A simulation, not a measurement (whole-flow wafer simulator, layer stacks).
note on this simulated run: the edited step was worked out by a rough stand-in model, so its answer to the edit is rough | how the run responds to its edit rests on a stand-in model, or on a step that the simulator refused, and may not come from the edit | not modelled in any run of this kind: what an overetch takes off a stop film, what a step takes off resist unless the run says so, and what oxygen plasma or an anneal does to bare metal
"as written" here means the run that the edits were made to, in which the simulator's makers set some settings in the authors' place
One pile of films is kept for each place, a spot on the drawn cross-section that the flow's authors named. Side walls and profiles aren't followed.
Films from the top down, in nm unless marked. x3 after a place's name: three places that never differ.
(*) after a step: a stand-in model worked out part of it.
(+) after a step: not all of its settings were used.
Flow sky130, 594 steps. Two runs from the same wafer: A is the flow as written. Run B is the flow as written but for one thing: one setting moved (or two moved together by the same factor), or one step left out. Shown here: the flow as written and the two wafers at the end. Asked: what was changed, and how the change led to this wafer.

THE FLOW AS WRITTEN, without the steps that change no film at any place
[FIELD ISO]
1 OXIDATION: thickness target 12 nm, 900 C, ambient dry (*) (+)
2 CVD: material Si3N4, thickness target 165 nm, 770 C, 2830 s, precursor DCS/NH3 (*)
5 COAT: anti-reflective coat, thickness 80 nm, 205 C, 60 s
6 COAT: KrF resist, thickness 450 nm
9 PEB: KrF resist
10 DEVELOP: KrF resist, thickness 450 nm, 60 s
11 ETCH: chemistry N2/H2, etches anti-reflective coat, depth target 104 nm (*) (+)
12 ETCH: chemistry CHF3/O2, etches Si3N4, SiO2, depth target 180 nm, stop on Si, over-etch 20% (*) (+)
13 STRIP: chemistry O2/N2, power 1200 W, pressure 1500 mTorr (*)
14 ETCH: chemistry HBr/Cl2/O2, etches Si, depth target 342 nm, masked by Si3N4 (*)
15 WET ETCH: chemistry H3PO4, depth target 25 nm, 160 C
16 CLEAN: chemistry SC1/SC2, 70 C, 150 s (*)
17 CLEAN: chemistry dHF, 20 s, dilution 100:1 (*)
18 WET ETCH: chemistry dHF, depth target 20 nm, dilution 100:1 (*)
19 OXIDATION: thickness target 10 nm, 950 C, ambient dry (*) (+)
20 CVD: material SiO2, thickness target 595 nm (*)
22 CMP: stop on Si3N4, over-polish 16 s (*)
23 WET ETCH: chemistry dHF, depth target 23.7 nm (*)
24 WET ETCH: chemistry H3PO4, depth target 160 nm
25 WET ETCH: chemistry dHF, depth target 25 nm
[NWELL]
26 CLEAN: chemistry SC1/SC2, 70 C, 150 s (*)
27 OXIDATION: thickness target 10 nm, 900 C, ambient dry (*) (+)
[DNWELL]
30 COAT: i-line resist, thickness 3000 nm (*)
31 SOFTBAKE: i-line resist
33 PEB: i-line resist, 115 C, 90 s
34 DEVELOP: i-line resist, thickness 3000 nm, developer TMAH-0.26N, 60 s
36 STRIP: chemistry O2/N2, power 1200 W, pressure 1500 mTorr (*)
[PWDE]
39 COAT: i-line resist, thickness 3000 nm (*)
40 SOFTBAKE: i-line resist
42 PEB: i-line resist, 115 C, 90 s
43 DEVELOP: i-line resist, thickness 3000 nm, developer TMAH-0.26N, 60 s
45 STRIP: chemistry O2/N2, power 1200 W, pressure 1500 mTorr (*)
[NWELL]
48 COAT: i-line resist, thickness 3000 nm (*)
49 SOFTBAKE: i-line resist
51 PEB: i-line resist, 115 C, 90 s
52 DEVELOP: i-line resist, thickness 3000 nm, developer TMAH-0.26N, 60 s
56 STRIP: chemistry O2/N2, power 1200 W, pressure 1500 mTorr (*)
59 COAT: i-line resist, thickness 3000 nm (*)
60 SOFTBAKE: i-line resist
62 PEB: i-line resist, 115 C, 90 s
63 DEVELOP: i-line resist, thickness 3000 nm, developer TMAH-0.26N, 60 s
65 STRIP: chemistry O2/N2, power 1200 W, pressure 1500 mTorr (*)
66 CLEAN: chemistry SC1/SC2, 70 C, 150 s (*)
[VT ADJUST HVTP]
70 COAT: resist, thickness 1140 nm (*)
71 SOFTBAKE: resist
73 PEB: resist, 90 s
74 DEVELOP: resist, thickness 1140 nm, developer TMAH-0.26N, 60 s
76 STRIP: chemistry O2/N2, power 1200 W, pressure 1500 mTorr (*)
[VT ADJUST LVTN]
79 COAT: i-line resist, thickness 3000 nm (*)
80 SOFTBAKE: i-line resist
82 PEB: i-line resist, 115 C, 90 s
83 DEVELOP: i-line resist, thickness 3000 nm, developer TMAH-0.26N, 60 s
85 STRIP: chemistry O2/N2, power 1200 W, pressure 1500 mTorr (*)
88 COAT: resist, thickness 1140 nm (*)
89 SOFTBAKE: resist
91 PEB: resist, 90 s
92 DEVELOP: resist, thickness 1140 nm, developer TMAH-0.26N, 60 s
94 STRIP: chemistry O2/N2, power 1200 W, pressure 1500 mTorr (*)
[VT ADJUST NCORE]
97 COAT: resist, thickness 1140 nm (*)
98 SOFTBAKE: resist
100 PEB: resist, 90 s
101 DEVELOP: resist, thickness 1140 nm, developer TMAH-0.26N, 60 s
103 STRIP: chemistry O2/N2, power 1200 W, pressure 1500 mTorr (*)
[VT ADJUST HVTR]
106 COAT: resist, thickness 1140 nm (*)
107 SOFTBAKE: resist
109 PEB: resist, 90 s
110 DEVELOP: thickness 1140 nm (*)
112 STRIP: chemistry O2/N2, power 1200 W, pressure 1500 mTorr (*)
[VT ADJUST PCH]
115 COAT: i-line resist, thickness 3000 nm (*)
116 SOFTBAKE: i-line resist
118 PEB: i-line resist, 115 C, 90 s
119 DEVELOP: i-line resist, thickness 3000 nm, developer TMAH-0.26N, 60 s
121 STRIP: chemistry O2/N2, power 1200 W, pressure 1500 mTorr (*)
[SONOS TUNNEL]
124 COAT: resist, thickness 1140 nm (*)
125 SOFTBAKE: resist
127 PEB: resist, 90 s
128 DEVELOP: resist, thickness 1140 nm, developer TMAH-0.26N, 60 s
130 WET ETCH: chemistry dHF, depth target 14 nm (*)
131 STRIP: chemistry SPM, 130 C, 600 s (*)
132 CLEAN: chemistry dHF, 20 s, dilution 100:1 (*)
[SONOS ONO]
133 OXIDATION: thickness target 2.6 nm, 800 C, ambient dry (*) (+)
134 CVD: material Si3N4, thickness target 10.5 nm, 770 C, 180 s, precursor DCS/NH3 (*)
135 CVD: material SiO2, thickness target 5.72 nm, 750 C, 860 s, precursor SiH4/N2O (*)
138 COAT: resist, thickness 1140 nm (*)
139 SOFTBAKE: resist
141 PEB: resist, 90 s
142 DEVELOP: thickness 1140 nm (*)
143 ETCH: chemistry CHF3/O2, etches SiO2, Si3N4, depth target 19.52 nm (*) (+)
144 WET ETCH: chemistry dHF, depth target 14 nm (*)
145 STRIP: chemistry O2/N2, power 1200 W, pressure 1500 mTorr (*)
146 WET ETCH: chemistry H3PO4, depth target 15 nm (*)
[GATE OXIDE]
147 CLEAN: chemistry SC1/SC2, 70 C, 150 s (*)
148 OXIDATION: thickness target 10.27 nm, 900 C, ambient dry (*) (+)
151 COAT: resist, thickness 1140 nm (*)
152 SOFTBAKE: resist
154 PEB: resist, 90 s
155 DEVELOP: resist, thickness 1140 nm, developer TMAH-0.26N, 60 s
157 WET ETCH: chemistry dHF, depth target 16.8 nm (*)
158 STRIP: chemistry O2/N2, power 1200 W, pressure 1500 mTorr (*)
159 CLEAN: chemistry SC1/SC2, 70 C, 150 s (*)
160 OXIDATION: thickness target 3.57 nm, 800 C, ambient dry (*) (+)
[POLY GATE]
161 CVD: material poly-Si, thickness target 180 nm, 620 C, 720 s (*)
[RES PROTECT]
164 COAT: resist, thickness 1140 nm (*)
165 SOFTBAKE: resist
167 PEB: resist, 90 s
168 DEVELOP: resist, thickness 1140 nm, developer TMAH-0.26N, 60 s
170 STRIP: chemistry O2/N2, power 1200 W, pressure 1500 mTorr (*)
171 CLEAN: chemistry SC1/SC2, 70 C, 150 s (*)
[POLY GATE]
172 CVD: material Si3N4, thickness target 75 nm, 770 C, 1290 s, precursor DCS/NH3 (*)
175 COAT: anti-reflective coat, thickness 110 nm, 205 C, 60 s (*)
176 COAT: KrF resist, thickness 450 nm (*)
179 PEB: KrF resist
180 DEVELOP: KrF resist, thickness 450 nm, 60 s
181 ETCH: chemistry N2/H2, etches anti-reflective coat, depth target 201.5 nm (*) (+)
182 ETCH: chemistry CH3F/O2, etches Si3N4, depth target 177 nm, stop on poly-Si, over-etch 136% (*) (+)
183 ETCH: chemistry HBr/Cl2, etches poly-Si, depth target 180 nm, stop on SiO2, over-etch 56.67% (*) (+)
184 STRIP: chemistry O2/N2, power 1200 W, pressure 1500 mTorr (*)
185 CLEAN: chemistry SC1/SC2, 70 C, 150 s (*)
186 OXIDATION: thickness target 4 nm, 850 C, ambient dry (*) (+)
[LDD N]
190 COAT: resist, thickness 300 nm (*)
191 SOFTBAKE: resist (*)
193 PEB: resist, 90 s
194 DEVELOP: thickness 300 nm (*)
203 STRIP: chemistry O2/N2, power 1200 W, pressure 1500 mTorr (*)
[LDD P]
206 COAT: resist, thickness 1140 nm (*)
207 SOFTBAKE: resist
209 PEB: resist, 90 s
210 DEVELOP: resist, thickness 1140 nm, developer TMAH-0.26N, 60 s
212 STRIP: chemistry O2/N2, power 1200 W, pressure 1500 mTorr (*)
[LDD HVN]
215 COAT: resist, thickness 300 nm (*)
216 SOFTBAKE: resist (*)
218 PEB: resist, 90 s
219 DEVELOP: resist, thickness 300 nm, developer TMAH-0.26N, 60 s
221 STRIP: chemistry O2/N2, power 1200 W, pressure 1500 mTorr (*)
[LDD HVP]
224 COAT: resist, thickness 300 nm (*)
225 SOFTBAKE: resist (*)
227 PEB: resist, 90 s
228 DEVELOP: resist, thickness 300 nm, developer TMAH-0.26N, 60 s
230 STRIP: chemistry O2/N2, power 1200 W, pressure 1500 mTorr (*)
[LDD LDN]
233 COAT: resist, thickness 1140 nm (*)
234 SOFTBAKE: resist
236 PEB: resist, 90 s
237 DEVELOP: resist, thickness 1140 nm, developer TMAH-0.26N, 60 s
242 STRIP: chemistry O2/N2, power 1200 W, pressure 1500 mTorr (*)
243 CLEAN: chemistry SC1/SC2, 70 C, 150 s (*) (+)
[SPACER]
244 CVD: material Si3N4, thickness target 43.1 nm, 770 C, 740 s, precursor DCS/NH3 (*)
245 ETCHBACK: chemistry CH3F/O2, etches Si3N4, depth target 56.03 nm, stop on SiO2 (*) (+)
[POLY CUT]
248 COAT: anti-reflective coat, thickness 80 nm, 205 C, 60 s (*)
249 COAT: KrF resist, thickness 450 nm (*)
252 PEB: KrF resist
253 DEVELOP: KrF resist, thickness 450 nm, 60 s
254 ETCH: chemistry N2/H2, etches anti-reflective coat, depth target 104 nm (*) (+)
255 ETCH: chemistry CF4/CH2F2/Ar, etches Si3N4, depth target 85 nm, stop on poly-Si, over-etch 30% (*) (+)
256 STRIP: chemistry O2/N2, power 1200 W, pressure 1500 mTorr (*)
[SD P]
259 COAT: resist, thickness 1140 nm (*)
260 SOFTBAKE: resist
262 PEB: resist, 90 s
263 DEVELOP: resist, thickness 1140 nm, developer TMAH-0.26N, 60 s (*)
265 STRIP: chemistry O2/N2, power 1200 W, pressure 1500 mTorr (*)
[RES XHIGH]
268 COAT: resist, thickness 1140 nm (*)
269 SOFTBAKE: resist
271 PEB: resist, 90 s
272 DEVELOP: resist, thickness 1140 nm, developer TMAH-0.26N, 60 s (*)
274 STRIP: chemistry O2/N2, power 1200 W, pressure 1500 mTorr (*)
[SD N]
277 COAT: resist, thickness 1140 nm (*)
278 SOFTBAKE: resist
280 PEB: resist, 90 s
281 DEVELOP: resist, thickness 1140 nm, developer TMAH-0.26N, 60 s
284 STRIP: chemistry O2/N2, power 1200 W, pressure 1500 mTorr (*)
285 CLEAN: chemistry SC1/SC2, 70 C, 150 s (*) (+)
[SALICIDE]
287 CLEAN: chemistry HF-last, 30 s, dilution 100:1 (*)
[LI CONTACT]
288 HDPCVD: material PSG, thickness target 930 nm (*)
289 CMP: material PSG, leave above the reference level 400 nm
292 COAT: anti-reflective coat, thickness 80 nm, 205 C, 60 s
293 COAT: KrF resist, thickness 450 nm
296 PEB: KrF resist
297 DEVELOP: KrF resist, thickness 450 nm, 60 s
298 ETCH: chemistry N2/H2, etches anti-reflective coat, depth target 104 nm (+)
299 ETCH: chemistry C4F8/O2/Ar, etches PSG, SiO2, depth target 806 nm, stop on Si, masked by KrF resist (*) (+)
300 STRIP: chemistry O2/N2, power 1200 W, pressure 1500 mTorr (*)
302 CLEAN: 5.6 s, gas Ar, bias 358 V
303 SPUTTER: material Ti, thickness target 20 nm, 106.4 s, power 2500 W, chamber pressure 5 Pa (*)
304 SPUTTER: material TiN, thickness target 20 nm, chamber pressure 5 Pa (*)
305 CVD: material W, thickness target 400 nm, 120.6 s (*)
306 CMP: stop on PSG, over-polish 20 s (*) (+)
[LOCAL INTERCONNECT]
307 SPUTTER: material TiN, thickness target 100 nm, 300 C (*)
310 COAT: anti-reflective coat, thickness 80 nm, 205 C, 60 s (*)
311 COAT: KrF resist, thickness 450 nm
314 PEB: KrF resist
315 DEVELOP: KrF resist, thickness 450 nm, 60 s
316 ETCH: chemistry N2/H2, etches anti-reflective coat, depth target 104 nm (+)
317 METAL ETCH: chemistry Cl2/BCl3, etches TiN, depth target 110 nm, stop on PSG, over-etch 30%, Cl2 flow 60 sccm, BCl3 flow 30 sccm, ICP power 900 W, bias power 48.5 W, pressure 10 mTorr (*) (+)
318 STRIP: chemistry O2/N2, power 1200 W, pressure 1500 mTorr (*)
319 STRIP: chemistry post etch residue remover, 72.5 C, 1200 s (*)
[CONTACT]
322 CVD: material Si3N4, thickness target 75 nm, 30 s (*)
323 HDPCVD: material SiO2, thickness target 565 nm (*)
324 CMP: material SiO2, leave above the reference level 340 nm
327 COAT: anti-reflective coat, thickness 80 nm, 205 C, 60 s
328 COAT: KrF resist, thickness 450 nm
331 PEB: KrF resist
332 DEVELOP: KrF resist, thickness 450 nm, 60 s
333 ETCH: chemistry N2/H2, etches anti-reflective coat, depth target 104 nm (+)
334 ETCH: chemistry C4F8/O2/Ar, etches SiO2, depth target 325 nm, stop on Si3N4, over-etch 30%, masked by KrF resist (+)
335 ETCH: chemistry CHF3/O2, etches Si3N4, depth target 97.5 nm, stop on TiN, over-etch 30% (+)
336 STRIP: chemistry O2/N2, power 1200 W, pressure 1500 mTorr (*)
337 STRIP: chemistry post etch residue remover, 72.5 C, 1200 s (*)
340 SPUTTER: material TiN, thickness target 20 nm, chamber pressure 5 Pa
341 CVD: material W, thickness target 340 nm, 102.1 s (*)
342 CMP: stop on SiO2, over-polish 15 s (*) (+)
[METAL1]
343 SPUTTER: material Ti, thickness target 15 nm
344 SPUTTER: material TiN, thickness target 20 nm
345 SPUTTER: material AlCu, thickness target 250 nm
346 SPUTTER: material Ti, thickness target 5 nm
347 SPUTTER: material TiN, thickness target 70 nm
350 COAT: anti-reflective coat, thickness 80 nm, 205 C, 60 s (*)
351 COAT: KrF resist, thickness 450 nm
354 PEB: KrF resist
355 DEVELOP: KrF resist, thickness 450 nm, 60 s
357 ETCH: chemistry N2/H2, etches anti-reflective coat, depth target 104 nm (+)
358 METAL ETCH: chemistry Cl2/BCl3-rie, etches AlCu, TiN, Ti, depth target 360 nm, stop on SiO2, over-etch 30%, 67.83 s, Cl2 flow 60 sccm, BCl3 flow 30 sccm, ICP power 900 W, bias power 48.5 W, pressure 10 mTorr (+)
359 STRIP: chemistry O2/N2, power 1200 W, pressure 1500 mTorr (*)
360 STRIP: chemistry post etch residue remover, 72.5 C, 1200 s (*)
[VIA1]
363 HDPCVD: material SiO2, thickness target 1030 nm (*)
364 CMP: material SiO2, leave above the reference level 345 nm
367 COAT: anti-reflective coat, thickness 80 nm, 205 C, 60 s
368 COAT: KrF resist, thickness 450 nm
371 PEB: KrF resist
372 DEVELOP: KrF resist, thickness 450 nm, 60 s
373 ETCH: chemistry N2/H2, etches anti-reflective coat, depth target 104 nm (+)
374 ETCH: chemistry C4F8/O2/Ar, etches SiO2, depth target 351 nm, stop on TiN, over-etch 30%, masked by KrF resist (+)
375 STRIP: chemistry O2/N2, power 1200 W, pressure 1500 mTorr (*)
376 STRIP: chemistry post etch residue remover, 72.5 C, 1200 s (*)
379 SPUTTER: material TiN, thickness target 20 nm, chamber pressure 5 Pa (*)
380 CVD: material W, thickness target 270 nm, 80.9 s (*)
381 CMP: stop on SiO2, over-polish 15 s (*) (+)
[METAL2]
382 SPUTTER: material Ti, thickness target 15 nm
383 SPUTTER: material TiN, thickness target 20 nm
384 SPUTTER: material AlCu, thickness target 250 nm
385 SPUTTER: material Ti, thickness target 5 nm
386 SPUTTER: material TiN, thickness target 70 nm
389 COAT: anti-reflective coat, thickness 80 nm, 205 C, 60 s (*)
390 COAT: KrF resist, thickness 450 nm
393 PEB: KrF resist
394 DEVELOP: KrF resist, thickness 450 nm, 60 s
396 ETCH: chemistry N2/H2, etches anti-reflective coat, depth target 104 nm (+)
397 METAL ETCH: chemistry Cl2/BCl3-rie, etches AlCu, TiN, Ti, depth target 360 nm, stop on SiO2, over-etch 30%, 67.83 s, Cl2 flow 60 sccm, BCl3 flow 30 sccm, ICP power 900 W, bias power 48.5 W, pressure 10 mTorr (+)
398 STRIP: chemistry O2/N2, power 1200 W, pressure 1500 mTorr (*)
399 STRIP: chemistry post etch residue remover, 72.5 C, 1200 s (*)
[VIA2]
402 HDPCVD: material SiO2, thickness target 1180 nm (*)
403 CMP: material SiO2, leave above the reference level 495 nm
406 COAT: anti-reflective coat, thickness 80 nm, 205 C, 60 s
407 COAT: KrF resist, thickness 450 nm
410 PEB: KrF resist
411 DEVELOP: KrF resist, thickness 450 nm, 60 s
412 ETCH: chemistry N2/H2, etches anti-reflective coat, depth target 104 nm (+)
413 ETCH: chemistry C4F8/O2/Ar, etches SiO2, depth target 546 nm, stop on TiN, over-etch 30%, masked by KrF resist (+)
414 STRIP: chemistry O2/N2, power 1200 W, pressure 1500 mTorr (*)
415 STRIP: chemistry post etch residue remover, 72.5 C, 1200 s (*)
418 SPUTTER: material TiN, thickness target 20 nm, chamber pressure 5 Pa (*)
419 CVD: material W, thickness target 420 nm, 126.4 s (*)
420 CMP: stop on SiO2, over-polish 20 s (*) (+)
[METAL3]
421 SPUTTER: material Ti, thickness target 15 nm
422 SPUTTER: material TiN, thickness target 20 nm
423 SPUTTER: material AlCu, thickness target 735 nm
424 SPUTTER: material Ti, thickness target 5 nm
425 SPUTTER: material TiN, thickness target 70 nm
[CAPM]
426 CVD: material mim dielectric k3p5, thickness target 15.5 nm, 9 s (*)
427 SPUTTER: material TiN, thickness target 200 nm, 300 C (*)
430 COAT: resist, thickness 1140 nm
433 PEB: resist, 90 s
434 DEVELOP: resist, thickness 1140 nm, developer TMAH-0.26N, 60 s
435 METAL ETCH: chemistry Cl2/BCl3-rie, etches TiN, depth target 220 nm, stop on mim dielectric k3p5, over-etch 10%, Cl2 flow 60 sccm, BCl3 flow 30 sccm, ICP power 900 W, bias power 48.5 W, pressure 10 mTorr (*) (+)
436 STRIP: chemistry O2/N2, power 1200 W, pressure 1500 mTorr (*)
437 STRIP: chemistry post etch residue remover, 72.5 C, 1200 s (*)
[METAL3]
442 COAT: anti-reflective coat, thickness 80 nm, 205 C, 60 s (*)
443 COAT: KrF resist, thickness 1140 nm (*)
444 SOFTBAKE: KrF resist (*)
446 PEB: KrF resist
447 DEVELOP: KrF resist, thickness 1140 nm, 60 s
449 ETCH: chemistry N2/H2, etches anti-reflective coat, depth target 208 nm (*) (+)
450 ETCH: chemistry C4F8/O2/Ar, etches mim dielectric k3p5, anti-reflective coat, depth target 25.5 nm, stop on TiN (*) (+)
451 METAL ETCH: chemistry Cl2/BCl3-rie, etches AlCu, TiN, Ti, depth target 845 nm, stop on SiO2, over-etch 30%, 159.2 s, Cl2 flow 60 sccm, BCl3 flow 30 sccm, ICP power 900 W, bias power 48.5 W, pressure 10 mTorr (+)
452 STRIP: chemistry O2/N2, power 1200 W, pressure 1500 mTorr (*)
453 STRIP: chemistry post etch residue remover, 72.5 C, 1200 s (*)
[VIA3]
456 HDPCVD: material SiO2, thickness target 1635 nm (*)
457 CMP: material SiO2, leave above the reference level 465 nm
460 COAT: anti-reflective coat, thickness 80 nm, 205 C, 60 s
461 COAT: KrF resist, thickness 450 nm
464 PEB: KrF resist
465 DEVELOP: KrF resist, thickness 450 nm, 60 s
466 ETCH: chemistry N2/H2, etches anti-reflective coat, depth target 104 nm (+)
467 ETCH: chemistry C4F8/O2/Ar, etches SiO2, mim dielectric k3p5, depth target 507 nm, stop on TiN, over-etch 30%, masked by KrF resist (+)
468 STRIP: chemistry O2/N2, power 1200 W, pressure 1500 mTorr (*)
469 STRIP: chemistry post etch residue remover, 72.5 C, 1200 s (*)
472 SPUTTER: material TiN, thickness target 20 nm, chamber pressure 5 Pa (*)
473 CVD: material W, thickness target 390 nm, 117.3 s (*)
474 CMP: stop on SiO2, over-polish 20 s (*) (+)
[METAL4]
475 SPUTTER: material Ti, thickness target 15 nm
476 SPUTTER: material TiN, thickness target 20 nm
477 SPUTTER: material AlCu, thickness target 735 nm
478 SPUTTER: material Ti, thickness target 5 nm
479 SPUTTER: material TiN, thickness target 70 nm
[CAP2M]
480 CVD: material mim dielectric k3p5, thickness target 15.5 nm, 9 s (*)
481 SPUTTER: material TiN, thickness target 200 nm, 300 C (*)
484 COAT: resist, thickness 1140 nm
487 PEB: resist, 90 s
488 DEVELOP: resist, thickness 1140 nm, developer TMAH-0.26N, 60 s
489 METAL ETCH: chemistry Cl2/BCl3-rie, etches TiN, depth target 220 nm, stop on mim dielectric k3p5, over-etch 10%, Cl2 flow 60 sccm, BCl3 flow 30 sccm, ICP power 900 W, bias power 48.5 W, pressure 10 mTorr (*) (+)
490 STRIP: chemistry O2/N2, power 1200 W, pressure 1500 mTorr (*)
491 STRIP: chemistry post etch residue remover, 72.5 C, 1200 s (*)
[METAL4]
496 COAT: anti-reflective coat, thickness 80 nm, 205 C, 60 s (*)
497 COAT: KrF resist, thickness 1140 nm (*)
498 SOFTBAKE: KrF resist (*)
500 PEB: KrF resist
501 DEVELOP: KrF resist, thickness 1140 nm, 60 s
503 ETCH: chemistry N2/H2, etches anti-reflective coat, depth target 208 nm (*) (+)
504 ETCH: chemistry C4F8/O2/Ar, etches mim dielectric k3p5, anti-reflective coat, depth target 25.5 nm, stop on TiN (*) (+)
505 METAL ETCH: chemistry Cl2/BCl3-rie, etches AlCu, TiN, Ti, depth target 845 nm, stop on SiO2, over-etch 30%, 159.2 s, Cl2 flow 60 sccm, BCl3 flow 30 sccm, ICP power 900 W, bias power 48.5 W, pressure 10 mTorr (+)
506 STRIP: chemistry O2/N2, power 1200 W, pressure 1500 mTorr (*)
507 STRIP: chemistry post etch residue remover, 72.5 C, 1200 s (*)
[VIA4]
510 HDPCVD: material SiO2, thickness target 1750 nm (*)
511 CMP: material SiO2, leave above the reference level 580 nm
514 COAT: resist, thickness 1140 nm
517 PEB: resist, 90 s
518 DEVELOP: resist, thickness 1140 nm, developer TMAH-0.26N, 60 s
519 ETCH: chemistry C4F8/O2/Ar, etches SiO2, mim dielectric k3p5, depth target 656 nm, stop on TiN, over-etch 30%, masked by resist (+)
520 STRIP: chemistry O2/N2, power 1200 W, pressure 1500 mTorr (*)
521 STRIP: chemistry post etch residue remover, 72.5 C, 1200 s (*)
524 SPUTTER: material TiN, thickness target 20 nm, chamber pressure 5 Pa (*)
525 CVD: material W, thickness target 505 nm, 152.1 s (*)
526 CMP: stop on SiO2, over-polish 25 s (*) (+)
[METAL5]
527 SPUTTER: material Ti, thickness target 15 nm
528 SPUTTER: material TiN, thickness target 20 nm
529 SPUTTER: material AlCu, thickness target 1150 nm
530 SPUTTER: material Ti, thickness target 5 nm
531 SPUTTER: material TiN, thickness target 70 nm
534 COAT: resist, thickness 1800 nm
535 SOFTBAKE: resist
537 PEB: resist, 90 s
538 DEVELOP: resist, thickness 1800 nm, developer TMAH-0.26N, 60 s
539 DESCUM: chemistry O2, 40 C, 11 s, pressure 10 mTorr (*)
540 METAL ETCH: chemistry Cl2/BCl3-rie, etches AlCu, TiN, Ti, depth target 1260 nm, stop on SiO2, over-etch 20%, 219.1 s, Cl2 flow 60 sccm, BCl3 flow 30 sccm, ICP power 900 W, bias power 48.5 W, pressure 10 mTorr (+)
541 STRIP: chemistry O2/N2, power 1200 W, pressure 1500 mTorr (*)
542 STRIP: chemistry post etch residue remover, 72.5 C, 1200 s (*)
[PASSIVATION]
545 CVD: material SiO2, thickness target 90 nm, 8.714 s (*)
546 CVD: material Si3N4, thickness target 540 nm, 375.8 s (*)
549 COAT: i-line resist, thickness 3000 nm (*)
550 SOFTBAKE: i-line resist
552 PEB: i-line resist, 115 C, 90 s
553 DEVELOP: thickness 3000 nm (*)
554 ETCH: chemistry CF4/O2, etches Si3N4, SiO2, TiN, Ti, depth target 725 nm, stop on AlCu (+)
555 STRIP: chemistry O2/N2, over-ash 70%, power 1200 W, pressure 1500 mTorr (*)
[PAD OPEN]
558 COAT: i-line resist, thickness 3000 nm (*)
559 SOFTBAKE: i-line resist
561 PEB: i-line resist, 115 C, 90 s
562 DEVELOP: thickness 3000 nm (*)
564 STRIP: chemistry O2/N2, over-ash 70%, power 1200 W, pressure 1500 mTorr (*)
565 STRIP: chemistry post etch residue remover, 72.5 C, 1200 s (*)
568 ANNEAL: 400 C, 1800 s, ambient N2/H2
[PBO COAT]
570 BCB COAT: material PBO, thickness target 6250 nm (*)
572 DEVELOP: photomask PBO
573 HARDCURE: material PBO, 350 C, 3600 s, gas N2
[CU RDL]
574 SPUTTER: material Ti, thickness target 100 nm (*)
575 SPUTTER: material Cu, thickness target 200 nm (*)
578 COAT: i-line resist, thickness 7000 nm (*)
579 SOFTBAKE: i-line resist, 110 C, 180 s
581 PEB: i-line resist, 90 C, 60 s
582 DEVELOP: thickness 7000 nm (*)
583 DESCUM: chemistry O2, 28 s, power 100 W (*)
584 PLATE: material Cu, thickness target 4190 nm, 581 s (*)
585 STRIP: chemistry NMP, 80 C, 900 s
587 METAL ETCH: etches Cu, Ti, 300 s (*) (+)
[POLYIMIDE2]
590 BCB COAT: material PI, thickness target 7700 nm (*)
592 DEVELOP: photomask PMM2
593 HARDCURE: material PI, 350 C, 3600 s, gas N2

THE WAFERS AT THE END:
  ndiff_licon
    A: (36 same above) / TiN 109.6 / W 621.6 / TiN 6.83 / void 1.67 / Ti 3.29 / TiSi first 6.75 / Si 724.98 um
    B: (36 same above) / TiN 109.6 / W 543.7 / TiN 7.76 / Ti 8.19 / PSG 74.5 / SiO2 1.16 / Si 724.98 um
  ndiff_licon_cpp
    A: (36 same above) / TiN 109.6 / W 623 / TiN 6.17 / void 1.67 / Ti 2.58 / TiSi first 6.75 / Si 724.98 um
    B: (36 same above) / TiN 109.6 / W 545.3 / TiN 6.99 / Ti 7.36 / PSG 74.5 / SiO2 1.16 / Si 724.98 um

The cause: step 299, ETCH: depth target 564 nm was run, where the flow has depth target 806 nm.

How the change led to this, step by step:
  299 ETCH: chemistry C4F8/O2/Ar, etches PSG, SiO2, depth target 806 nm, stop on Si, masked by KrF resist (*) (+)
      contact, ndiff_licon, ndiff_licon_cpp: A PSG -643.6 (all of it), SiO2 -1.16 (all of it) | B PSG -564
      field, active, n_well and 184 more: A KrF resist -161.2 | B KrF resist -112.8
  300 STRIP: chemistry O2/N2, power 1200 W, pressure 1500 mTorr (*)
      contact, ndiff_licon, ndiff_licon_cpp: A chemical SiO2 +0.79 (new film), Si -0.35 | B nothing
      field, active, n_well and 184 more: A KrF resist -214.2 (all of it), anti-reflective coat -80 (all of it) | B KrF resist -262.6 (all of it), anti-reflective coat -80 (all of it)
  302 CLEAN: 5.6 s, gas Ar, bias 358 V
      contact, ndiff_licon, ndiff_licon_cpp: A chemical SiO2 -0.79 (all of it) | B PSG -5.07
  303 SPUTTER: material Ti, thickness target 20 nm, 106.4 s, power 2500 W, chamber pressure 5 Pa (*)
      ndiff_licon: A Ti +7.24 (new film) | B Ti +8.19 (new film)
      ndiff_licon_cpp: A Ti +6.53 (new film) | B Ti +7.36 (new film)
  304 SPUTTER: material TiN, thickness target 20 nm, chamber pressure 5 Pa (*)
      ndiff_licon: A TiN +6.83 (new film) | B TiN +7.76 (new film)
      ndiff_licon_cpp: A TiN +6.17 (new film) | B TiN +6.99 (new film)
  305 CVD: material W, thickness target 400 nm, 120.6 s (*)
      ndiff_licon: A W +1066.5 (new film) | B W +988.7 (new film)
      ndiff_licon_cpp: A W +1067.9 (new film) | B W +990.3 (new film)
  568 ANNEAL: 400 C, 1800 s, ambient N2/H2
      ndiff_licon, ndiff_licon_cpp: A under 37 films: void +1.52 (new film), Ti -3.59, TiSi first +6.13 (new film), Si -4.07 | B nothing
Counting metal films that touch as one body, ndiff_licon has 5 bodies (between them, from the top down: SiO2 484 / mim dielectric k3p5 15.5; SiO2 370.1 / mim dielectric k3p5 15.5; SiO2 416; SiO2 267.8); the flow as written gives 6 bodies (between them, from the top down: SiO2 484 / mim dielectric k3p5 15.5; SiO2 370.1 / mim dielectric k3p5 15.5; SiO2 416; SiO2 267.8; void 1.67).
Counting metal films that touch as one body, ndiff_licon_cpp has 5 bodies (between them, from the top down: SiO2 484 / mim dielectric k3p5 15.5; SiO2 370.1 / mim dielectric k3p5 15.5; SiO2 416; SiO2 267.8); the flow as written gives 6 bodies (between them, from the top down: SiO2 484 / mim dielectric k3p5 15.5; SiO2 370.1 / mim dielectric k3p5 15.5; SiO2 416; SiO2 267.8; void 1.67).
